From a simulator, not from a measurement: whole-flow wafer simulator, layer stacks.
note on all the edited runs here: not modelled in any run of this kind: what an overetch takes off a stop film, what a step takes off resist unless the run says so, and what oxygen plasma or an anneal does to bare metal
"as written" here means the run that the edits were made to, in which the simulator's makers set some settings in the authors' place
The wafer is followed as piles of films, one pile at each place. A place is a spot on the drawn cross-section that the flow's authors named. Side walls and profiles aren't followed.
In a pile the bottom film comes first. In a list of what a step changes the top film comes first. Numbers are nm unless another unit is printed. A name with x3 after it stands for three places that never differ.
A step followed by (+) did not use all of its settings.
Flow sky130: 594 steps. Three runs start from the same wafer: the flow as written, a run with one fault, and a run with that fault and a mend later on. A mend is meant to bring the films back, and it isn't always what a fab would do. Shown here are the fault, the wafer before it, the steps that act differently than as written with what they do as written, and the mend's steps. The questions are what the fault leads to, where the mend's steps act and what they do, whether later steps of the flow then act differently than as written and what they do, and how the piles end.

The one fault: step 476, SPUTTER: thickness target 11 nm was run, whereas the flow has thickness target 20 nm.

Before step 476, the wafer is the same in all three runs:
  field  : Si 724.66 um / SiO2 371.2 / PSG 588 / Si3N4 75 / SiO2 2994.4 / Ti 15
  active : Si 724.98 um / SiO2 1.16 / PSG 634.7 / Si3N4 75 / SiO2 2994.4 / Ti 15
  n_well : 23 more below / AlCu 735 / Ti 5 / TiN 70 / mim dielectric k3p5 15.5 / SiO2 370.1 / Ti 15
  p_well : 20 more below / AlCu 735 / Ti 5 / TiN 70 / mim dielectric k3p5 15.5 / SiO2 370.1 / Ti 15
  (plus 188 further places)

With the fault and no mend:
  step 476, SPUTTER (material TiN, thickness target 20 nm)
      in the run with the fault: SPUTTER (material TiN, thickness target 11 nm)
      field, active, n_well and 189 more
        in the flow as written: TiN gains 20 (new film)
        in the run with the fault: TiN gains 11 (new film)
  Later steps of the flow acting differently than as written (not shown: 4 more steps that differ only slightly, by at most 2% or 0.5 nm, whichever is larger):
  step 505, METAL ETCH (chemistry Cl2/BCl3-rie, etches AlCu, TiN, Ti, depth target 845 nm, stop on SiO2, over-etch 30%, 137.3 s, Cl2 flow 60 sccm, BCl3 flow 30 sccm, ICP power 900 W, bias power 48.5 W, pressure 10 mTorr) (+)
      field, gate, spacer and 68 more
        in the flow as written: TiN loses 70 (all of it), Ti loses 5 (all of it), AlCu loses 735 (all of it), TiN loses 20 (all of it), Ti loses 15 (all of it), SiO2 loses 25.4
        in the run with the fault: TiN loses 70 (all of it), Ti loses 5 (all of it), AlCu loses 735 (all of it), TiN loses 11 (all of it), Ti loses 15 (all of it), SiO2 loses 26.2
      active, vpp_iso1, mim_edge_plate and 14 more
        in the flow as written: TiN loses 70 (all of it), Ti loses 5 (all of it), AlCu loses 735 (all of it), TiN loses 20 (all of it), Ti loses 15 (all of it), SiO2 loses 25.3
        in the run with the fault: TiN loses 70 (all of it), Ti loses 5 (all of it), AlCu loses 735 (all of it), TiN loses 11 (all of it), Ti loses 15 (all of it), SiO2 loses 26.2
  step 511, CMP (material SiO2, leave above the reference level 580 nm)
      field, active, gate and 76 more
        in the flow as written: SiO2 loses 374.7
        in the run with the fault: SiO2 loses 382.8
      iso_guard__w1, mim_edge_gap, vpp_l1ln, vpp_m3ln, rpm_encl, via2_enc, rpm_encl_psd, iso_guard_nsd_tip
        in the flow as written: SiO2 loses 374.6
        in the run with the fault: SiO2 loses 382.8
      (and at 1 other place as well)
  At n_well, p_well, gate_hv and 102 more, the piles at the end differ from the flow's by more than 2% or 0.5 nm, whichever is larger.
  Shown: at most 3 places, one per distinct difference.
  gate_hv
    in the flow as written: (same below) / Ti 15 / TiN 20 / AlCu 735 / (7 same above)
    in the run with the fault: (same below) / Ti 15 / TiN 11 / AlCu 735 / (7 same above)
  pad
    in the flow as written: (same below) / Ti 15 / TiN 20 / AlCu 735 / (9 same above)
    in the run with the fault: (same below) / Ti 15 / TiN 11 / AlCu 735 / (9 same above)
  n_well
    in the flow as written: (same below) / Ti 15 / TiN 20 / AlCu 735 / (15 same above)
    in the run with the fault: (same below) / Ti 15 / TiN 11 / AlCu 735 / (15 same above)

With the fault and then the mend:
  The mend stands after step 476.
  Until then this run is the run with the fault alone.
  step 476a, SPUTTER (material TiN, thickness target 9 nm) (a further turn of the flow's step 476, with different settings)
      field, active, n_well and 189 more
        TiN gains 9
  Later steps of the flow that are run all act as written at every place that is followed.
  At every place that both follow, the piles at the end match the flow's.
